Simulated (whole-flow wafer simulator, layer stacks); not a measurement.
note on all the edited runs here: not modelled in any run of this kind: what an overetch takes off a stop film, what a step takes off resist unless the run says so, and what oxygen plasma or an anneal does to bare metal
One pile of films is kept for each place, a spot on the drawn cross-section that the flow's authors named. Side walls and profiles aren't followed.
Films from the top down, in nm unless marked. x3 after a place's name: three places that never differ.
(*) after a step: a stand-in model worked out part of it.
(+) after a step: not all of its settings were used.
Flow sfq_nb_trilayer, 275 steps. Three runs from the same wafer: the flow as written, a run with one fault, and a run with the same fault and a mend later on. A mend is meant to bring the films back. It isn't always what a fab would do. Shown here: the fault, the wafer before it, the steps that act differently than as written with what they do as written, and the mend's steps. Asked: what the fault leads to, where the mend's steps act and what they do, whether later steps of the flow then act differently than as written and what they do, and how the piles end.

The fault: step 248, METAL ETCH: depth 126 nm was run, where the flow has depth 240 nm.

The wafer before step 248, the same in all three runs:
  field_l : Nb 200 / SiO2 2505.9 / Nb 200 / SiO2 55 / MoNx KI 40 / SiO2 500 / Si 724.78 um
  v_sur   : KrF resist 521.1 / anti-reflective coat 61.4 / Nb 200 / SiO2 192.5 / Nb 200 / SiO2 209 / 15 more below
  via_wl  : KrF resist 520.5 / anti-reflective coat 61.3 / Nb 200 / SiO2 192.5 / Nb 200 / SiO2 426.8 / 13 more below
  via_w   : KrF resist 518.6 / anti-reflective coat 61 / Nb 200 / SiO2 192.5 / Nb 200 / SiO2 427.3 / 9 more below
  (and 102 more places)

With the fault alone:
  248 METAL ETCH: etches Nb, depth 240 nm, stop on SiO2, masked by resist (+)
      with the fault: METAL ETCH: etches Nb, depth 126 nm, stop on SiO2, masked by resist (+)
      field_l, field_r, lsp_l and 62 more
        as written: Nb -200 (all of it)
        with the fault: Nb -126
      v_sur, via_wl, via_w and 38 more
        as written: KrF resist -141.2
        with the fault: KrF resist -74.1
  Later steps of the flow that act differently than as written:
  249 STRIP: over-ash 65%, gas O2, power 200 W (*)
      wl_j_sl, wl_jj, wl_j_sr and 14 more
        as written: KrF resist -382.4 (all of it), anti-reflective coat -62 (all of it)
        with the fault: KrF resist -449.4 (all of it), anti-reflective coat -62 (all of it)
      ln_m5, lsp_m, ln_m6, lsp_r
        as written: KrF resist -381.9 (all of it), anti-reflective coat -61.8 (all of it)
        with the fault: KrF resist -449 (all of it), anti-reflective coat -61.8 (all of it)
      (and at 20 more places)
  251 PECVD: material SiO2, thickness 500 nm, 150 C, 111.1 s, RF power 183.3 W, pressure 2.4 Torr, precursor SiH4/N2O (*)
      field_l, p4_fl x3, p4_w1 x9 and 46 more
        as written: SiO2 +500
        with the fault: SiO2 +500 (new film)
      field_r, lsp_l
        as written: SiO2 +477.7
        with the fault: SiO2 +485.9 (new film)
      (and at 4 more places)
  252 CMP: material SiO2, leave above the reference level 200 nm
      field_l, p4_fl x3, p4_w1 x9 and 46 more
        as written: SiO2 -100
        with the fault: SiO2 -174
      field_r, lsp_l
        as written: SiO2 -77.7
        with the fault: SiO2 -159.9
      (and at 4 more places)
  At the end the piles differ from the flow's by more than 2% or 0.5 nm, whichever is larger, at field_l, field_r, lsp_l and 62 more.
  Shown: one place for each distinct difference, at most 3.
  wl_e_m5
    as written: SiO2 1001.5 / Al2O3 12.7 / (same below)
    with the fault: SiO2 326 / Nb 74 / SiO2 601.5 / Al2O3 12.7 / (same below)
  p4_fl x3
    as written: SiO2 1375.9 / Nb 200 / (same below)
    with the fault: SiO2 326 / Nb 74 / SiO2 975.9 / Nb 200 / (same below)
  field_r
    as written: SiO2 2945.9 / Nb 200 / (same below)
    with the fault: SiO2 326 / Nb 74 / SiO2 2545.9 / Nb 200 / (same below)

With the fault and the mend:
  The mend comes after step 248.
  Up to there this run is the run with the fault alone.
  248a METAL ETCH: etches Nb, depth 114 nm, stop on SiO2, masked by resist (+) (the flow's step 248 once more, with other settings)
      field_l, field_r, lsp_l and 62 more
        Nb -74 (all of it)
      v_sur, via_wl, via_w and 38 more
        KrF resist -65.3
  No later step of the flow acts differently than as written, at any place that is followed, by more than 2% or 0.5 nm, whichever is larger.
  At the end the piles are the same as the flow's at every place that both follow.
